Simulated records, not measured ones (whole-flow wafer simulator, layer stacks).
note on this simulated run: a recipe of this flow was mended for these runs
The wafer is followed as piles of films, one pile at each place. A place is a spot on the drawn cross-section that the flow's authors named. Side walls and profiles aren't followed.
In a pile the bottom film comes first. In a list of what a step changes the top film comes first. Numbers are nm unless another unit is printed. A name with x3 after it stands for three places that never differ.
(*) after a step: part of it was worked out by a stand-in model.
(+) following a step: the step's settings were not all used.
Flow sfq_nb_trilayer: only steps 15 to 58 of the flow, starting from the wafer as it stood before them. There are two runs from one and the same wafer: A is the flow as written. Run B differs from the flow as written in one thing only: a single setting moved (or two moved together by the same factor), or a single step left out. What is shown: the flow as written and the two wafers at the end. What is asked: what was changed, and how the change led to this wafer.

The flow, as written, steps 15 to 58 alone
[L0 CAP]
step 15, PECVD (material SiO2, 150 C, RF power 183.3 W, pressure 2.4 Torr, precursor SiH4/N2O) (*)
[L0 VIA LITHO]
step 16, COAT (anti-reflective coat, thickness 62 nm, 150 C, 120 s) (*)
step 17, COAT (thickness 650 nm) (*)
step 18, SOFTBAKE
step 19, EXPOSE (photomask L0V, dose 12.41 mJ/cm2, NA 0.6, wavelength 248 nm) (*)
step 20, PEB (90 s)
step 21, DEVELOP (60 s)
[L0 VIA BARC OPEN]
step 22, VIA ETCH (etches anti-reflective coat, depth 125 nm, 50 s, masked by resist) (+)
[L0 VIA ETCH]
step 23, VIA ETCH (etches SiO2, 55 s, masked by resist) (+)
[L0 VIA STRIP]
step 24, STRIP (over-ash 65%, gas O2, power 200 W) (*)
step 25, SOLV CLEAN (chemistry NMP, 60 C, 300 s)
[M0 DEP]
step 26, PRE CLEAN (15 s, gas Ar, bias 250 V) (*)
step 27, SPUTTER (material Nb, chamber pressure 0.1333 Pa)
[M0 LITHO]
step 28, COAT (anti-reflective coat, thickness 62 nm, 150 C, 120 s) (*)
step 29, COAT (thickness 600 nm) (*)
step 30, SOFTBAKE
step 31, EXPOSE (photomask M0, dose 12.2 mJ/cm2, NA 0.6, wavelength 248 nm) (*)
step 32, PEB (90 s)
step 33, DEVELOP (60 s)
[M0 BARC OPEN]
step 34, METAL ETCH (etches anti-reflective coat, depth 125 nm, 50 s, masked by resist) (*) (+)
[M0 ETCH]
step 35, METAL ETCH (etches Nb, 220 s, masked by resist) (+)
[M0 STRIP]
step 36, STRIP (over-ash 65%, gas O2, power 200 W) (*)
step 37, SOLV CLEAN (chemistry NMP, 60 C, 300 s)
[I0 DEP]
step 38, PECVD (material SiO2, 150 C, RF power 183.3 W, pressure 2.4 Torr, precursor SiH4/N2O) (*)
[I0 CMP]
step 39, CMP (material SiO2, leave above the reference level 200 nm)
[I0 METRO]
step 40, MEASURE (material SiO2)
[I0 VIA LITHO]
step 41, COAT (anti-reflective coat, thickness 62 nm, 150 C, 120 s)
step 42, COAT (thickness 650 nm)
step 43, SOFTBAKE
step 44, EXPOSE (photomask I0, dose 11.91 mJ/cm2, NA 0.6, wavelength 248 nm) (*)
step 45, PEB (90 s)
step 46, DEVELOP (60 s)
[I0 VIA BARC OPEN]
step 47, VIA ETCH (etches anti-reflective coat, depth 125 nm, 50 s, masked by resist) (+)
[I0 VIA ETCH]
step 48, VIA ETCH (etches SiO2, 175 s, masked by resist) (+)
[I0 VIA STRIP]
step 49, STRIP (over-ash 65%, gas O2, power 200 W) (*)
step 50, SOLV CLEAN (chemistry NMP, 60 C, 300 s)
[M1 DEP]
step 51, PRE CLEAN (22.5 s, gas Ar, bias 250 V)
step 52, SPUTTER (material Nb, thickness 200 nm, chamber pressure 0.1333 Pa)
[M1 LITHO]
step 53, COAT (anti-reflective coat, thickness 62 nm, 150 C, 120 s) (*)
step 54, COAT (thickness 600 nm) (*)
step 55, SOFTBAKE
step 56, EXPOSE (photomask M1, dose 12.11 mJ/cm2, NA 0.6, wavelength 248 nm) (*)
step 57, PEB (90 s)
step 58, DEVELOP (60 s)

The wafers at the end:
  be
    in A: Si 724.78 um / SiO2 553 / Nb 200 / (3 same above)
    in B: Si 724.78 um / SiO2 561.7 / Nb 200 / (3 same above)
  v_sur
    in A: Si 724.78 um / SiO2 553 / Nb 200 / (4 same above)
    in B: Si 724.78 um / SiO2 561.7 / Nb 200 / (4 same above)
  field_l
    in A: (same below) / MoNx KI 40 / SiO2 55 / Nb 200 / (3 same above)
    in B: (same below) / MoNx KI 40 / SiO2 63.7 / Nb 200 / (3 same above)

What caused this: step 15, PECVD: pressure 1.55 Torr was run, while the flow as written has pressure 2.4 Torr.

The path from the change to this, step by step:
  step 15, PECVD (material SiO2, 150 C, RF power 183.3 W, pressure 2.4 Torr, precursor SiH4/N2O) (*)
      v_sur, via_wl, via_w and 97 more: A SiO2 gains 60 | B SiO2 gains 68.7
      field_l, l0_sur, l0v, l0r_line_l, l0r_line_c, l0r_line_r: A SiO2 gains 60 (new film) | B SiO2 gains 68.7 (new film)
  step 23, VIA ETCH (etches SiO2, 55 s, masked by resist) (+)
      l0v: A SiO2 loses 59.7 (all of it), MoNx KI loses 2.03 | B SiO2 loses 68.4 (all of it), MoNx KI loses 1.16
  step 28, COAT (anti-reflective coat, thickness 62 nm, 150 C, 120 s) (*)
      l0_sur: A anti-reflective coat gains 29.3 (new film) | B anti-reflective coat gains 26.9 (new film)
      l0v: A anti-reflective coat gains 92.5 (new film) | B anti-reflective coat gains 95.5 (new film)
  step 36, STRIP (over-ash 65%, gas O2, power 200 W) (*)
      l0_sur: A KrF-resist-other-grade loses 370 (all of it), anti-reflective coat loses 29.3 (all of it) | B KrF-resist-other-grade loses 371 (all of it), anti-reflective coat loses 26.9 (all of it)
      l0v: A KrF-resist-other-grade loses 374.1 (all of it), anti-reflective coat loses 92.5 (all of it) | B KrF-resist-other-grade loses 378.6 (all of it), anti-reflective coat loses 95.5 (all of it)
  step 39, CMP (material SiO2, leave above the reference level 200 nm)
      l0v: A SiO2 loses 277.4 | B SiO2 loses 268.2
